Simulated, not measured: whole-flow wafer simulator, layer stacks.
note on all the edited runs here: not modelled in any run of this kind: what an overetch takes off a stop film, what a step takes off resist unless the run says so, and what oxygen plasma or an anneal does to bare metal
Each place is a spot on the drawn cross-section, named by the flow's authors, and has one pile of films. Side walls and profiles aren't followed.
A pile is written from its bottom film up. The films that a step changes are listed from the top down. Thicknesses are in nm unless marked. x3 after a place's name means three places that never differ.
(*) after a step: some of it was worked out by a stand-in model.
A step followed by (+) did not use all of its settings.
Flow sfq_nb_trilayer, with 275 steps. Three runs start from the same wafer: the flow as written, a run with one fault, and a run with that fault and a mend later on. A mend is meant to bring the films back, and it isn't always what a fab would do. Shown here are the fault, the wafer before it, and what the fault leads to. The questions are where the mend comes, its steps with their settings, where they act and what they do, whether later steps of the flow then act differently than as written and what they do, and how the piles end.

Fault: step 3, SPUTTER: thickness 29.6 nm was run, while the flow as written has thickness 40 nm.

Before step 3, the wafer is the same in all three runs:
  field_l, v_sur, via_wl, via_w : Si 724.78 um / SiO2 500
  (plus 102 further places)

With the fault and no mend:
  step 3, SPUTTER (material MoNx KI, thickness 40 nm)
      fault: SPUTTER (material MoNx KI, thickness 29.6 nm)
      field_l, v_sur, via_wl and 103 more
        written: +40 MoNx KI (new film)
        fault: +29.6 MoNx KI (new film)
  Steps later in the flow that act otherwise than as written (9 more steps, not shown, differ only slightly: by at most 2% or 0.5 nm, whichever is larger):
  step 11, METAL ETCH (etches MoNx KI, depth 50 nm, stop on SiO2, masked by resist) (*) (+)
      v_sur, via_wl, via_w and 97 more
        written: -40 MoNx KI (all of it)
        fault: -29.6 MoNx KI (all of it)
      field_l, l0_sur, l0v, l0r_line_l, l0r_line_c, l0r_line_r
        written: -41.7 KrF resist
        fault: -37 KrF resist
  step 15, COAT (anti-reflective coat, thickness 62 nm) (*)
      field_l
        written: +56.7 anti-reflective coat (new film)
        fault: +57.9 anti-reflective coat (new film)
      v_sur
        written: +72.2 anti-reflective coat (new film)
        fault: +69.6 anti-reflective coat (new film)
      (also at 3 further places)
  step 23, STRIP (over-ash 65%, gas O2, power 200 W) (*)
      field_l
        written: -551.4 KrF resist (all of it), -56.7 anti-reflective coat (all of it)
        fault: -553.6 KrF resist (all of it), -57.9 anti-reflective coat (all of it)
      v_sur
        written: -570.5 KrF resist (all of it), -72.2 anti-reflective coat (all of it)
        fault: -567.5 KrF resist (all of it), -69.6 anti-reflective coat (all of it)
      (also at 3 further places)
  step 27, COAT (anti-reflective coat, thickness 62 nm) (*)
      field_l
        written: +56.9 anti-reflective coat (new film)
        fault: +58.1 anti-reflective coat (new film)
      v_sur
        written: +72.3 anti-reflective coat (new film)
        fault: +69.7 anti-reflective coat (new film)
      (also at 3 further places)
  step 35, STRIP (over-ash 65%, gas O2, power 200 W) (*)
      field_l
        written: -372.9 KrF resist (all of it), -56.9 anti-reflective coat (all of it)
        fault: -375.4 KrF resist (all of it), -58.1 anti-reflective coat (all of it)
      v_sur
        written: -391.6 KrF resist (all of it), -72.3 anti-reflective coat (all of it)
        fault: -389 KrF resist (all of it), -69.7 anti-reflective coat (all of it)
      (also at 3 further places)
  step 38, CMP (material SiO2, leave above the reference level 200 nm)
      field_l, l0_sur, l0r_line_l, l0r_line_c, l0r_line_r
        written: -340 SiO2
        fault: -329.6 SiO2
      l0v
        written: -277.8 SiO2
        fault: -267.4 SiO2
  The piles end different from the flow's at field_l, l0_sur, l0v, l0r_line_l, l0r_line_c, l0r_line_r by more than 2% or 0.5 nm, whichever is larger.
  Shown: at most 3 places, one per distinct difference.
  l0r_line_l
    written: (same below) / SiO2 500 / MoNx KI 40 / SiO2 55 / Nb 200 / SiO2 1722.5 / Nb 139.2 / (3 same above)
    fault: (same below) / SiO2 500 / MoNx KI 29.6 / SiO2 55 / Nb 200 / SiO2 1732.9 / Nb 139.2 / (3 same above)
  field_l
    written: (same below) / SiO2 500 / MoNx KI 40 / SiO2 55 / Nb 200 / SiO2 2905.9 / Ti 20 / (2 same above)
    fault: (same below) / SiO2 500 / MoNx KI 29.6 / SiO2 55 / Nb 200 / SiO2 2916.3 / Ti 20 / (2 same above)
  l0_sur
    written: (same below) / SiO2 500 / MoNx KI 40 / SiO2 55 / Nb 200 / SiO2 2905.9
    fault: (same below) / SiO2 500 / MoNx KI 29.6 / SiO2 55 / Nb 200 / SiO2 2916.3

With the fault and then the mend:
  The mend follows step 9.
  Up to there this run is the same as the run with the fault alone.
  step 9a, STRIP (over-ash 65%, gas O2, power 200 W) (*)
      v_sur, via_wl, via_w and 97 more
        -62 anti-reflective coat (all of it)
      field_l, l0_sur, l0v, l0r_line_l, l0r_line_c, l0r_line_r
        -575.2 KrF resist (all of it), -62 anti-reflective coat (all of it)
  step 9b, SPUTTER (material MoNx KI, thickness 10.4 nm) (the flow's step 3, run once more with other settings)
      field_l, v_sur, via_wl and 103 more
        +10.4 MoNx KI
  step 9c, COAT (anti-reflective coat, thickness 62 nm) (the flow's step 4, run once more)
      field_l, v_sur, via_wl and 103 more
        +62 anti-reflective coat (new film)
  step 9d, COAT (KrF resist, thickness 600 nm) (the flow's step 5, run once more)
      field_l, v_sur, via_wl and 103 more
        +600 KrF resist (new film)
  step 9e, SOFTBAKE (KrF resist) (the flow's step 6, run once more)
      does not change any film at any place that is followed
  step 9f, EXPOSE (photomask L0, dose 11.59 mJ/cm2, NA 0.6, wavelength 248 nm) (*) (the flow's step 7, run once more)
      does not change any film at any place that is followed
  step 9g, PEB (KrF resist, 90 s) (the flow's step 8, run once more)
      field_l, v_sur, via_wl and 103 more
        -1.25 KrF resist
  step 9h, DEVELOP (KrF resist, thickness 600 nm, 60 s) (the flow's step 9, run once more)
      v_sur, via_wl, via_w and 97 more
        -598.7 KrF resist (all of it)
      field_l, l0_sur, l0v, l0r_line_l, l0r_line_c, l0r_line_r
        -23.5 KrF resist
  None of the later steps of the flow acts differently than as written at any place that is followed.
  By the end, the piles equal the flow's at every place that both follow.
